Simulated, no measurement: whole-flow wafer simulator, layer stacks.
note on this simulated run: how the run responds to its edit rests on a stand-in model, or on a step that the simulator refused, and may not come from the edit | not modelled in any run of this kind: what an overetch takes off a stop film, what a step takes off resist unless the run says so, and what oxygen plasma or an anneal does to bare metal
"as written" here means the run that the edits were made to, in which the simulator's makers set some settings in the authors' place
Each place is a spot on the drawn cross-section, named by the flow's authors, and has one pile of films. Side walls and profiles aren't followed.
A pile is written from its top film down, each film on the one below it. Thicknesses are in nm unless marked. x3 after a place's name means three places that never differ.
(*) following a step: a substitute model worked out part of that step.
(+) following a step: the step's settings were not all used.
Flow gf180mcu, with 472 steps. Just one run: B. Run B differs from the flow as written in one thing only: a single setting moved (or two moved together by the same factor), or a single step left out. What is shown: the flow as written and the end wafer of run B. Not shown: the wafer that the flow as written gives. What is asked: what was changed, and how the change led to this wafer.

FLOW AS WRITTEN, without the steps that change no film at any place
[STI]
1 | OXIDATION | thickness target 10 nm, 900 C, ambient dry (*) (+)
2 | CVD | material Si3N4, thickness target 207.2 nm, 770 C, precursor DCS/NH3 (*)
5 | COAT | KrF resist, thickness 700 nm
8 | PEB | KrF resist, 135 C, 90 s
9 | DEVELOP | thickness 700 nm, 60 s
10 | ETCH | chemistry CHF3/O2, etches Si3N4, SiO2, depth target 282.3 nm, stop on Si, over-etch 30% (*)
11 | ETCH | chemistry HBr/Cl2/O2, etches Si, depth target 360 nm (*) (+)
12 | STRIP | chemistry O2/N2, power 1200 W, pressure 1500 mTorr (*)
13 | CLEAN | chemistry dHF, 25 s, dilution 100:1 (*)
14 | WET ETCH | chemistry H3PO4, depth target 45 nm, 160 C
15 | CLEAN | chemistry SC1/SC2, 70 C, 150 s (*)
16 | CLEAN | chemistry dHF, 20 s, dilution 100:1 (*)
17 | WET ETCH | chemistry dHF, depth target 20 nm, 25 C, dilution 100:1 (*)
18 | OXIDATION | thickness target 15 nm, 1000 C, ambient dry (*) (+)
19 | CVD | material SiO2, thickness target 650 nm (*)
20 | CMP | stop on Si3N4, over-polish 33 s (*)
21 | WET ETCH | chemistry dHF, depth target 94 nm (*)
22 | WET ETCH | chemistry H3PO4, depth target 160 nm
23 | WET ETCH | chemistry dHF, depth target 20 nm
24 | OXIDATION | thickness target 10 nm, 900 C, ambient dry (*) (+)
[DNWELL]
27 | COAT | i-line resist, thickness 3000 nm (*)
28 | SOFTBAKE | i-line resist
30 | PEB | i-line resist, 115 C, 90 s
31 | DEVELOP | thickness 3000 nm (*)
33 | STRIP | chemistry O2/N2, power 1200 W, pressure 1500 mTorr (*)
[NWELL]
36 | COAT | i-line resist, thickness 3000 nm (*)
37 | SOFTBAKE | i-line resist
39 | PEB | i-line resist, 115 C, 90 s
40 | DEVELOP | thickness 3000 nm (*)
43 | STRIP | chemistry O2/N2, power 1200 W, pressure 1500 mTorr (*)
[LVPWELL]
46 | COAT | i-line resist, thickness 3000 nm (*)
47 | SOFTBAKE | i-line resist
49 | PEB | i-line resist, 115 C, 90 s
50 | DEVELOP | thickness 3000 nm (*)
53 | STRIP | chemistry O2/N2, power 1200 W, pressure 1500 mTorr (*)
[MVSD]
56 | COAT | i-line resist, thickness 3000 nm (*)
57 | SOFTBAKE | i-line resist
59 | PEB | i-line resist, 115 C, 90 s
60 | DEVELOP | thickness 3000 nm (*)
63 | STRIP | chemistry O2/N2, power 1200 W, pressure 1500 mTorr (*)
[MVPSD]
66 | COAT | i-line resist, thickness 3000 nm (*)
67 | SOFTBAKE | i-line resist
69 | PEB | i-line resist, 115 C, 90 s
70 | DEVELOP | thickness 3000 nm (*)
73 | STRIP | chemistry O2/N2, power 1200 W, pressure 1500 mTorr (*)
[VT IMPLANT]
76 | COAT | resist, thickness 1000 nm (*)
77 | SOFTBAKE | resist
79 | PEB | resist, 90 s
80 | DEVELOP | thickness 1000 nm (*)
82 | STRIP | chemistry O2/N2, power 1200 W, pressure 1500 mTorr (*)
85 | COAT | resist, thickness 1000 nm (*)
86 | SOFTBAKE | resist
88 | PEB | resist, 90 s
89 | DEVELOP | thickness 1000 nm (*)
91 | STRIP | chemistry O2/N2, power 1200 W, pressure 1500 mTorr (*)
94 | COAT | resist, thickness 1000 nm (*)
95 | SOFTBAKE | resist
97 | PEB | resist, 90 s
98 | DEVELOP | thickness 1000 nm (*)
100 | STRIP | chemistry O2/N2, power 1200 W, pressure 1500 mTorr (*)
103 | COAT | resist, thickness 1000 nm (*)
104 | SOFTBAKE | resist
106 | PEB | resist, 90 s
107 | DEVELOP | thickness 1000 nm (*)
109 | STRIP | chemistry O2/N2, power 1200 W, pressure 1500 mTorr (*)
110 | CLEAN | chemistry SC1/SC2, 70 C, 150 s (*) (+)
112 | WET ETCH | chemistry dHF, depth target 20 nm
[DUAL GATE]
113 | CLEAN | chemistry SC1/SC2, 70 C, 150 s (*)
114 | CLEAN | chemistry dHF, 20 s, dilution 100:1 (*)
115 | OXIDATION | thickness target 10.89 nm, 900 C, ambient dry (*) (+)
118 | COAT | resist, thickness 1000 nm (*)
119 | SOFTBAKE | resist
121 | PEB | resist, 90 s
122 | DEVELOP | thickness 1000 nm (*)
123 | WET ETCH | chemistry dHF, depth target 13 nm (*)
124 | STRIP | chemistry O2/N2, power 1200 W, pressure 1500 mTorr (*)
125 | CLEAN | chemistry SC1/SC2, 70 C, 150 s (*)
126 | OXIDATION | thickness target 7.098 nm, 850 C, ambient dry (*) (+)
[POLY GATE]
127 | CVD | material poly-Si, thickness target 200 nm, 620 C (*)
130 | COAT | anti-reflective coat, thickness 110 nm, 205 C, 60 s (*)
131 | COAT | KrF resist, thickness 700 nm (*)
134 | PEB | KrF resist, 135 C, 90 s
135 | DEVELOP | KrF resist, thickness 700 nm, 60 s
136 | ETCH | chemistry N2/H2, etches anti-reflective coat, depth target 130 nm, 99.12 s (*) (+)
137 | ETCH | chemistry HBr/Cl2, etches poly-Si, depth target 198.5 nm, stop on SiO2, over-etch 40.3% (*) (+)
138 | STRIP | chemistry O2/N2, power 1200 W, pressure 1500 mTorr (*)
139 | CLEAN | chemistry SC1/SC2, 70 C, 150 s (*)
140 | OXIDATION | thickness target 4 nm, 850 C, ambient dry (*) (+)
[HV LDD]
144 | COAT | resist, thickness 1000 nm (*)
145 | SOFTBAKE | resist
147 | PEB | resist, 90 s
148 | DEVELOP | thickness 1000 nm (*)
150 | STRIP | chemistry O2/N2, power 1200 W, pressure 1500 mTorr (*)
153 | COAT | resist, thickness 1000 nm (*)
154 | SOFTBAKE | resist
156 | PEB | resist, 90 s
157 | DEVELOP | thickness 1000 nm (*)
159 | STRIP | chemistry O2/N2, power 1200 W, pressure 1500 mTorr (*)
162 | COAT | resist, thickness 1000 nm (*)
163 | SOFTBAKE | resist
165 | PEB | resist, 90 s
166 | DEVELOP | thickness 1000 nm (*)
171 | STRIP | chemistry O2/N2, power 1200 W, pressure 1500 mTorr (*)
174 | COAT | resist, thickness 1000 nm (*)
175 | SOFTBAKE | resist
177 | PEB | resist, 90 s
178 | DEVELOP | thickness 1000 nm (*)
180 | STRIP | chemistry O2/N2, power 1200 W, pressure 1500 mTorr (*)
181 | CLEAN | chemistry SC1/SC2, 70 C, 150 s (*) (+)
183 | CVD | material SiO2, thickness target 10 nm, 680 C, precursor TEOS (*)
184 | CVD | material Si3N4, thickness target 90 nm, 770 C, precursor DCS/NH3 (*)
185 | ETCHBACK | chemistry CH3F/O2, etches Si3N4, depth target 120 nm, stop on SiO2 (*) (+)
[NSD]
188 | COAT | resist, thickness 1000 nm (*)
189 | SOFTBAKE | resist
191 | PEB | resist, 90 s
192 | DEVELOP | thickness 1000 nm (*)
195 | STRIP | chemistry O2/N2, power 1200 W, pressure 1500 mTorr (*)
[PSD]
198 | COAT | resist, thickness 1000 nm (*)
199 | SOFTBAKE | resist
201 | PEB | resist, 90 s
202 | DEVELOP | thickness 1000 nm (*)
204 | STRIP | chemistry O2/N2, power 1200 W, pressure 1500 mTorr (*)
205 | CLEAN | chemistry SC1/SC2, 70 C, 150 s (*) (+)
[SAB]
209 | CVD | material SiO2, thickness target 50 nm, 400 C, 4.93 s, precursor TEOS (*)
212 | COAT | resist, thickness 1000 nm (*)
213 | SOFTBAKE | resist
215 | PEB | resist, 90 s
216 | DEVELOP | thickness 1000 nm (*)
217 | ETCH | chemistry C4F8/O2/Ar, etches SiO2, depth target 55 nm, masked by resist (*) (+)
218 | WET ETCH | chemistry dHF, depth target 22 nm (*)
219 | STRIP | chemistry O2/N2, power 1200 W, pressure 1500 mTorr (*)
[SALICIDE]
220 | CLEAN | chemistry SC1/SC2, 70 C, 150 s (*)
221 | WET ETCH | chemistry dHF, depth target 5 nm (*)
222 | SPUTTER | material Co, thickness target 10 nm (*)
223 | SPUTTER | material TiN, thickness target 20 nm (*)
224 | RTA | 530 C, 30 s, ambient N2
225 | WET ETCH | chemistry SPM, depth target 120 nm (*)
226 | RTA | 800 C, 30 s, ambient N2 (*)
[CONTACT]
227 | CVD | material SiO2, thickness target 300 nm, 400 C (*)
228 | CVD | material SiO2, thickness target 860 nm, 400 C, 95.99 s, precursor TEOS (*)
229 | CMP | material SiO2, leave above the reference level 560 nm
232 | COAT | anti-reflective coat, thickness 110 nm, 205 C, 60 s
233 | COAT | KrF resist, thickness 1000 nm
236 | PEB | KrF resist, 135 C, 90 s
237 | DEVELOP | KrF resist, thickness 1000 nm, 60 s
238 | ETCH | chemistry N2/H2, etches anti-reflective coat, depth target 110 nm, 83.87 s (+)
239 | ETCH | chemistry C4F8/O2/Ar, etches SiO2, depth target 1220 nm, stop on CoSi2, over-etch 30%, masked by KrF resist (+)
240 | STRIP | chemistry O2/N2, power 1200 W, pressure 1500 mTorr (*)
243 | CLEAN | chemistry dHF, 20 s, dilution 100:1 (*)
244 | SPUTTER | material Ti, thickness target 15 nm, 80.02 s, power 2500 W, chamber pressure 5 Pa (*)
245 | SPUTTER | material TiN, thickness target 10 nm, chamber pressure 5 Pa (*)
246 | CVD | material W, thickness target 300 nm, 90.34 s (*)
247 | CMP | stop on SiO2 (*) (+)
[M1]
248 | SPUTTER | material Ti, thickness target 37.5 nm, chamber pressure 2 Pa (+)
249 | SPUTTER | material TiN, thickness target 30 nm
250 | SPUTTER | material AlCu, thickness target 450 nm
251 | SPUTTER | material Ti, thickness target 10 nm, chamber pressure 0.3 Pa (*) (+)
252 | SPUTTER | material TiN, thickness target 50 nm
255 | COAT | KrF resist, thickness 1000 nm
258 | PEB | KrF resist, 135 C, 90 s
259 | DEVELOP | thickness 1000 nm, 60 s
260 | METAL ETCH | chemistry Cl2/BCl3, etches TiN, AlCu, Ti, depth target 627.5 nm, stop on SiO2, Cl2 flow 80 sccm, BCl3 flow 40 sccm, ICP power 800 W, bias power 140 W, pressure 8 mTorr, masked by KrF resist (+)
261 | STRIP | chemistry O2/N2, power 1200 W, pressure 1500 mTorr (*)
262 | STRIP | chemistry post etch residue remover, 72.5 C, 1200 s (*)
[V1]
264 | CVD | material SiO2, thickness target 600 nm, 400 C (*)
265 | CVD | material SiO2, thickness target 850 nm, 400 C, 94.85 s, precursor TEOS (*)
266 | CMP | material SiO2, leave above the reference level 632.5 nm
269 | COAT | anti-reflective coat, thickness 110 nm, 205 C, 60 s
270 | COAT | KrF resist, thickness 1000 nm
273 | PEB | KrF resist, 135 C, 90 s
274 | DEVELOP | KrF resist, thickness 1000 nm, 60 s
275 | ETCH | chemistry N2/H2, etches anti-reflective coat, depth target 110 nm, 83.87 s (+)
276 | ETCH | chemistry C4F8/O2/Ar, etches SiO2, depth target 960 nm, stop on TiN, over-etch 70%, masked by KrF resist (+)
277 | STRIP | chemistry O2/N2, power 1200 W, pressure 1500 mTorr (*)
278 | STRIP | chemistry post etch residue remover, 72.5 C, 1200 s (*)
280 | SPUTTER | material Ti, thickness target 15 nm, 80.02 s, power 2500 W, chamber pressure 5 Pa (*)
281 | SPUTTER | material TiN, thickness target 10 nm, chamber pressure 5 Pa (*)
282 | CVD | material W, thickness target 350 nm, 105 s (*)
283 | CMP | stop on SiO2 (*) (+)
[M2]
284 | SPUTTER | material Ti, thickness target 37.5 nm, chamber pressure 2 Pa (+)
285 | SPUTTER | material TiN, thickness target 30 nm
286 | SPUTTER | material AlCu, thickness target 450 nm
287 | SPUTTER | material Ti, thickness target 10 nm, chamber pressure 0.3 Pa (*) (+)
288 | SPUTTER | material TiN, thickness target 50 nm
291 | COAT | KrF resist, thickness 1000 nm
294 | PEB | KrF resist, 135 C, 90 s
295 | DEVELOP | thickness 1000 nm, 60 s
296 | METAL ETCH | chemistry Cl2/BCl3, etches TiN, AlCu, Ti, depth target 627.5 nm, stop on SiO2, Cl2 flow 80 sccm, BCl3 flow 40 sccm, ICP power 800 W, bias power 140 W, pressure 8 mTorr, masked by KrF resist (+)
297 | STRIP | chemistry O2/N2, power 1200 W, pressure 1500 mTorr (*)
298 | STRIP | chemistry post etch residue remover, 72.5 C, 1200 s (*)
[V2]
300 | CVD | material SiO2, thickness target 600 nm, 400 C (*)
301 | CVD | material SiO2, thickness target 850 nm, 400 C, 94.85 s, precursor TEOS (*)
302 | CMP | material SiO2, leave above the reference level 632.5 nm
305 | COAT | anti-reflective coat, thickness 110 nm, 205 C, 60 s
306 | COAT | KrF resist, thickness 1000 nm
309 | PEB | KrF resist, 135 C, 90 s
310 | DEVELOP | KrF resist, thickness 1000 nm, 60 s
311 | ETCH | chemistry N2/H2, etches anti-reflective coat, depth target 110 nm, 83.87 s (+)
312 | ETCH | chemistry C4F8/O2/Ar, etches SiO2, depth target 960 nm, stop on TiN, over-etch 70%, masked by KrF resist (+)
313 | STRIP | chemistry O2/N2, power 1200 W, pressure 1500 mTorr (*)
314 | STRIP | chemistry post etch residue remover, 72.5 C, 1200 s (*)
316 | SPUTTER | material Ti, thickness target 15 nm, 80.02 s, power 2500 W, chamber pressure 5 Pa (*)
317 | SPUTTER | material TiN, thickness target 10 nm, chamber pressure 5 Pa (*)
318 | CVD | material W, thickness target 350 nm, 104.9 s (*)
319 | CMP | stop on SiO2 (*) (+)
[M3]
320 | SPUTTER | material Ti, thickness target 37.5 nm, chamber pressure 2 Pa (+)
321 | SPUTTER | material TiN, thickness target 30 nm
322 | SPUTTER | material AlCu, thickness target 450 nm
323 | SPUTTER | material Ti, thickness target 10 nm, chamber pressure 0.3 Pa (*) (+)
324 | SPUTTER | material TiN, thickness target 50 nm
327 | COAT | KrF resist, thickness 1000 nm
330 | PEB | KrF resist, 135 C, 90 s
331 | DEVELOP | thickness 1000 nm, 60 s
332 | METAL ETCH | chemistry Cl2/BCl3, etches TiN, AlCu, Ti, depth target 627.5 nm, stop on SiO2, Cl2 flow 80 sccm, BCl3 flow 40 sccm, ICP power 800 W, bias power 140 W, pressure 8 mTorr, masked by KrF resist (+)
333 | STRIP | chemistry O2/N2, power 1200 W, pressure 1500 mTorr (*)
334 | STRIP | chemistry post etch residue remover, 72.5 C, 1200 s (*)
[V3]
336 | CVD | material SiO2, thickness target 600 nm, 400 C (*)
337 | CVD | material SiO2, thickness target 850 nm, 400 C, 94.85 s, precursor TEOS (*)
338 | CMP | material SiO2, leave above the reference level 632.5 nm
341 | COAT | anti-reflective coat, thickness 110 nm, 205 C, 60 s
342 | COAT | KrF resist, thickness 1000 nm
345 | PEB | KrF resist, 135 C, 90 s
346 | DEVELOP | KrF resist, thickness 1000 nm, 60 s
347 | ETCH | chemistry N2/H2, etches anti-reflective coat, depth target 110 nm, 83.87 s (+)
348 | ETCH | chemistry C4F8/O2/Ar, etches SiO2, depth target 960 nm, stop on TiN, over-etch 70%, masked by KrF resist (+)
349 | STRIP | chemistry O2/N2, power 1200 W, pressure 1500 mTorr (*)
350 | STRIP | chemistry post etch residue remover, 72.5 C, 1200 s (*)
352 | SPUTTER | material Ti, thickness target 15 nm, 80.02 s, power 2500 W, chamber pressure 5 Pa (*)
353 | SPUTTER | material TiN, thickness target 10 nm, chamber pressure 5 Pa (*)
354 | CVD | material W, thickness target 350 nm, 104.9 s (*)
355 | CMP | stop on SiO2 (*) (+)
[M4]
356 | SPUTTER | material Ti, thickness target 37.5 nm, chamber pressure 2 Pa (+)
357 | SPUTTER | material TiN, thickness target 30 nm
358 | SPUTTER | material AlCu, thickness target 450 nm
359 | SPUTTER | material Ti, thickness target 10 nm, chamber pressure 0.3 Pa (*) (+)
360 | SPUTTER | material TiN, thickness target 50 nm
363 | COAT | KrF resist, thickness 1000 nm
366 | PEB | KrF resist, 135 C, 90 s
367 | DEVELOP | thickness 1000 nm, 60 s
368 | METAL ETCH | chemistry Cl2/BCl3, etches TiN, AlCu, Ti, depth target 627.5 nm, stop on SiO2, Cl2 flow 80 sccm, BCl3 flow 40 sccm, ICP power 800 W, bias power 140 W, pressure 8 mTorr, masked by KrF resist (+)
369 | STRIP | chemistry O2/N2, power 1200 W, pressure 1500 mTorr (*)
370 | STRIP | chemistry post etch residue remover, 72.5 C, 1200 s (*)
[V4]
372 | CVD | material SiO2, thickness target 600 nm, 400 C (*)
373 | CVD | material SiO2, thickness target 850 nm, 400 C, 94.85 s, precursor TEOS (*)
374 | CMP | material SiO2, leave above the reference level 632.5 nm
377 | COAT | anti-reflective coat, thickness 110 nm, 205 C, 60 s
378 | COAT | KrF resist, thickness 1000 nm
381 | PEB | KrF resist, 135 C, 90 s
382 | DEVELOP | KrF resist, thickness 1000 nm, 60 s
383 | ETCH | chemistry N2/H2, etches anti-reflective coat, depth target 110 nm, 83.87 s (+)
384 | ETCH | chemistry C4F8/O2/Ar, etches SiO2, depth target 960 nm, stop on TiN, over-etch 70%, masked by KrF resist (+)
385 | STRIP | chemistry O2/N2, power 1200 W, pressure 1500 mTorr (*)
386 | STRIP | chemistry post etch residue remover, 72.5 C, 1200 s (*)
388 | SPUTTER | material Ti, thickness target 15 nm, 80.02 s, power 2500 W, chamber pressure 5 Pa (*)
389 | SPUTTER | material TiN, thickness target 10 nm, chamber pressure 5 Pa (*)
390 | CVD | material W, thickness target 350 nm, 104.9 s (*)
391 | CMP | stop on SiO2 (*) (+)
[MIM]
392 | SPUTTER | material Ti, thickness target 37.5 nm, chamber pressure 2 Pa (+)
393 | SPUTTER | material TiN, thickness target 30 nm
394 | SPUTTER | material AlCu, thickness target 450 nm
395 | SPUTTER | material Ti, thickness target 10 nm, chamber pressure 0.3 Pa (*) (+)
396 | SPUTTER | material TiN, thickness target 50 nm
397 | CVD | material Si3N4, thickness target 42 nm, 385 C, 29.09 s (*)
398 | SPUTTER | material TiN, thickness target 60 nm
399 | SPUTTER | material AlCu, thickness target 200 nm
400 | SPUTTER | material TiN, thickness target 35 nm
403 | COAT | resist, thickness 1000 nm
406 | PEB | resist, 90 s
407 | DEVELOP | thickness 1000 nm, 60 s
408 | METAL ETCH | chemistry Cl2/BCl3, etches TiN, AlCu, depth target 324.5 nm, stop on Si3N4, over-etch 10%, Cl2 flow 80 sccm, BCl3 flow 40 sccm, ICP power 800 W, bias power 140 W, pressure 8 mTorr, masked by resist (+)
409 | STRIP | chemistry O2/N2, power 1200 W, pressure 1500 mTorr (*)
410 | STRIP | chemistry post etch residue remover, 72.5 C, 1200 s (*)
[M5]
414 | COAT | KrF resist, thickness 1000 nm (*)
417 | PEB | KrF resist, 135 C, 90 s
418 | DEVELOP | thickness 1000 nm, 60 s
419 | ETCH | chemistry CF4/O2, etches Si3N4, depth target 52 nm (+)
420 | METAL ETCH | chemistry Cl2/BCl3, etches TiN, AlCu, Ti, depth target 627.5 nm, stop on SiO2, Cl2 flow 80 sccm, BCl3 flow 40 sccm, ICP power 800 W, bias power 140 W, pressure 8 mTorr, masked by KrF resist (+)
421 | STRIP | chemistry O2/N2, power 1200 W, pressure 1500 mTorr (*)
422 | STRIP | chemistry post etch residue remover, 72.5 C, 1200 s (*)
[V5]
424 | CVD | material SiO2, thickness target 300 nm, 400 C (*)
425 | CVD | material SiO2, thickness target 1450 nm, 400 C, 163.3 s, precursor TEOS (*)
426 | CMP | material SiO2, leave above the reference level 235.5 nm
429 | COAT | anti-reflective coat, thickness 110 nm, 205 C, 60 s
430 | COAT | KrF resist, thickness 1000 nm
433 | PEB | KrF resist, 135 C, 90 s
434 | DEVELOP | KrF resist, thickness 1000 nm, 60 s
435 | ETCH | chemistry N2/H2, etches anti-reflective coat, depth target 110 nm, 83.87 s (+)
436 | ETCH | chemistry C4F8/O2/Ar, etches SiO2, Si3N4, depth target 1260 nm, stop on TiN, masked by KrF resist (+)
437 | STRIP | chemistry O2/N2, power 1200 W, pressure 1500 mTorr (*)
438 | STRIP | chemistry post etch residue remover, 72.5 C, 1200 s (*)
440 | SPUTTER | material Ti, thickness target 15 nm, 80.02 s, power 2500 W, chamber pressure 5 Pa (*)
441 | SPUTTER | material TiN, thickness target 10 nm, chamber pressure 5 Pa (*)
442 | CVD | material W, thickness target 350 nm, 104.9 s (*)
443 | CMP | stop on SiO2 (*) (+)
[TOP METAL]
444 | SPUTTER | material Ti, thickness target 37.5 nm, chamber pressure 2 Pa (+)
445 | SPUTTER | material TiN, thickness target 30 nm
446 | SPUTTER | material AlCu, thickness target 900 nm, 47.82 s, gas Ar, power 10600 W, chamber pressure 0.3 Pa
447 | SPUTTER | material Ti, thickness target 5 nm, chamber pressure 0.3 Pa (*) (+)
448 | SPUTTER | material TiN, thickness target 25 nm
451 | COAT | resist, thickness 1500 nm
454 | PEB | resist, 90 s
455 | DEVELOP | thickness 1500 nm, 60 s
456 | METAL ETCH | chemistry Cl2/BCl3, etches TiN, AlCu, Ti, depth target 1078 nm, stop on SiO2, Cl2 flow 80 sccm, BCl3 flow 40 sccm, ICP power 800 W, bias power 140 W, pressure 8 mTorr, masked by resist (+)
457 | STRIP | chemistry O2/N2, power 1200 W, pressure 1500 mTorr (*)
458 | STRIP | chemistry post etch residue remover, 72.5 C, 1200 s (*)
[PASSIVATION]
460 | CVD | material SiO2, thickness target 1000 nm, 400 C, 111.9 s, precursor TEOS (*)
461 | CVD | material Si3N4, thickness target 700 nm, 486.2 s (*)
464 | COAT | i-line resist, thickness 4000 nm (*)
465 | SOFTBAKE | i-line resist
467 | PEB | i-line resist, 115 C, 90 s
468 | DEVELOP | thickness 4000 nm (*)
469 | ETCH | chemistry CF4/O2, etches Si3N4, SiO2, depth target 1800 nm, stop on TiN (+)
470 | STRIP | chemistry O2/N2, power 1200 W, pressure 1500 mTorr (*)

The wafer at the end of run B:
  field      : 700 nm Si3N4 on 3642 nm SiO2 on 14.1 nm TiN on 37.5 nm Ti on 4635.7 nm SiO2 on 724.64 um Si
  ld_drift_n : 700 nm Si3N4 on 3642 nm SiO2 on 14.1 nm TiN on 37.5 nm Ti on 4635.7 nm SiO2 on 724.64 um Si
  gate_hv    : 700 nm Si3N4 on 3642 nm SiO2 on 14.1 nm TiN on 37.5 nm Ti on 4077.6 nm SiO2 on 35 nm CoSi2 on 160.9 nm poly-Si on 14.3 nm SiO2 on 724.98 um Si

Cause: step 358, SPUTTER: thickness target 552 nm was run, though the flow has thickness target 450 nm.

Step by step, how the change led to this:
  358 | SPUTTER | material AlCu, thickness target 450 nm
      field, field__w1, field__w2 and 108 more: +552 AlCu (new film) (it would be, as written: +450 AlCu (new film))
  368 | METAL ETCH | chemistry Cl2/BCl3, etches TiN, AlCu, Ti, depth target 627.5 nm, stop on SiO2, Cl2 flow 80 sccm, BCl3 flow 40 sccm, ICP power 800 W, bias power 140 W, pressure 8 mTorr, masked by KrF resist (+)
      field, field__w1, field__w2 and 103 more: -50 TiN (all of it), -10 Ti (all of it), -552 AlCu (all of it), -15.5 TiN (it would be, as written: -50 TiN (all of it), -10 Ti (all of it), -450 AlCu (all of it), -30 TiN (all of it), -37.5 Ti (all of it))
  372 | CVD | material SiO2, thickness target 600 nm, 400 C (*)
      field, field__w1, field__w2 and 103 more: +600 SiO2 (new film) (it would be, as written: +600 SiO2)
  374 | CMP | material SiO2, leave above the reference level 632.5 nm
      field, field__w1, field__w2 and 103 more: -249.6 SiO2 (it would be, as written: -300 SiO2)
If metal films that touch count as one body, field has 1 body; the flow as written gives 0 bodies.
If metal films that touch count as one body, ld_drift_n has 1 body; the flow as written gives 0 bodies.
If metal films that touch count as one body, gate_hv has 2 bodies (between them, from the top down: SiO2 4077.6); the flow as written gives 1 body.
